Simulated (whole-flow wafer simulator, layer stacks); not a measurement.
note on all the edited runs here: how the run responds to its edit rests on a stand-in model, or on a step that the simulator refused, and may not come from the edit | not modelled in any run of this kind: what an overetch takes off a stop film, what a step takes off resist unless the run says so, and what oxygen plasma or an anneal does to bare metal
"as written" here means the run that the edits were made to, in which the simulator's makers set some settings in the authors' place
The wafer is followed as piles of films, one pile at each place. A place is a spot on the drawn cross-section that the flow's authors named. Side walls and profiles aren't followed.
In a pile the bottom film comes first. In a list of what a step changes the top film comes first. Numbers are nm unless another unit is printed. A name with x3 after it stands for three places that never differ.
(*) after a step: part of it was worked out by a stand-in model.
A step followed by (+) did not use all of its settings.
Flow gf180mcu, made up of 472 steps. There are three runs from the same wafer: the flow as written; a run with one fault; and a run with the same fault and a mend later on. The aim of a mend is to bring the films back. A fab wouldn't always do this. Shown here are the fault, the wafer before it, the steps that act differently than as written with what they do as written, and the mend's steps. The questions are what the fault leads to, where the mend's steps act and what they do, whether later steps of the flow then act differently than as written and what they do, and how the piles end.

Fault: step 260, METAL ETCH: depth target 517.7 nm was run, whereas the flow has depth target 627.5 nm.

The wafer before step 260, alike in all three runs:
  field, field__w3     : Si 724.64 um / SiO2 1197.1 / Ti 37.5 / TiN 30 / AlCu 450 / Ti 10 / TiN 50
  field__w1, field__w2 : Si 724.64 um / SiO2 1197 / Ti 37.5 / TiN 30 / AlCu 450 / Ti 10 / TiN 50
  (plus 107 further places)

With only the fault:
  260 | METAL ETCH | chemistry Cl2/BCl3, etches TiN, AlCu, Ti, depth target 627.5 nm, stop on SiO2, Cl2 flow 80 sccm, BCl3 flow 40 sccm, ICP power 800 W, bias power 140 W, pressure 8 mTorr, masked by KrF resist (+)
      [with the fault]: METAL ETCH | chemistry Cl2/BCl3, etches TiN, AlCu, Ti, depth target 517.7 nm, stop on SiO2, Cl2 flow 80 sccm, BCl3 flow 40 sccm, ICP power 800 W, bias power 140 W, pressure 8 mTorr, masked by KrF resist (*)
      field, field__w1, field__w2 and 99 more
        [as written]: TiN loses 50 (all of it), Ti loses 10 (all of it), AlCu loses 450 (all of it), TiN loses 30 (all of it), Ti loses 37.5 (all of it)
        [with the fault]: TiN loses 50 (all of it), Ti loses 10 (all of it), AlCu loses 450 (all of it), TiN loses 7.7
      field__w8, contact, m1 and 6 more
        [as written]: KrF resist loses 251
        [with the fault]: KrF resist loses 207.1
  Later steps of the flow acting differently than as written (not shown: 1 more step that differs only slightly, by at most 2% or 0.5 nm, whichever is larger):
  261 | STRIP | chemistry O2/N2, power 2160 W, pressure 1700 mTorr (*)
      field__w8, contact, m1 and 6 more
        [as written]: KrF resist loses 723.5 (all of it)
        [with the fault]: KrF resist loses 767.4 (all of it)
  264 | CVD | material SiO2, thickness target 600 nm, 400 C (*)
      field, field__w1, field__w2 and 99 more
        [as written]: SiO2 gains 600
        [with the fault]: SiO2 gains 600 (new film)
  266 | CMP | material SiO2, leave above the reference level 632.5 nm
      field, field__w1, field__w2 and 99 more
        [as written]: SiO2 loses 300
        [with the fault]: SiO2 loses 359.4
  The piles end different from the flow's at field, field__w1, field__w2 and 100 more by more than 2% or 0.5 nm, whichever is larger.
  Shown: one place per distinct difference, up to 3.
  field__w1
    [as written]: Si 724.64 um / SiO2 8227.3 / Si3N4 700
    [with the fault]: Si 724.64 um / SiO2 1197 / Ti 37.5 / TiN 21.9 / SiO2 6970.9 / Si3N4 700
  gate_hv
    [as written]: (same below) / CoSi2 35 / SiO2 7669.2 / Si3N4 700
    [with the fault]: (same below) / CoSi2 35 / SiO2 638.9 / Ti 37.5 / TiN 21.9 / SiO2 6970.9 / Si3N4 700
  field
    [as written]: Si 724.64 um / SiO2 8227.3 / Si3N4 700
    [with the fault]: Si 724.64 um / SiO2 1197.1 / Ti 37.5 / TiN 21.9 / SiO2 6970.9 / Si3N4 700

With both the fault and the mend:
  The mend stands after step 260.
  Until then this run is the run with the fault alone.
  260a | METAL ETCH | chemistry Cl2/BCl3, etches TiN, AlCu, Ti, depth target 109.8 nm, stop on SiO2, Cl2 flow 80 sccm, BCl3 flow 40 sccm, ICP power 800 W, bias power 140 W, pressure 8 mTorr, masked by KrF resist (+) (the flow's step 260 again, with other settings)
      field, field__w1, field__w2 and 99 more
        TiN loses 22.3 (all of it), Ti loses 37.5 (all of it)
      field__w8, contact, m1 and 6 more
        KrF resist loses 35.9
  None of the later steps of the flow differs from how it acts as written, at any place that is followed, by more than 2% or 0.5 nm, whichever is larger.
  By the end, the piles equal the flow's at every place that both follow.
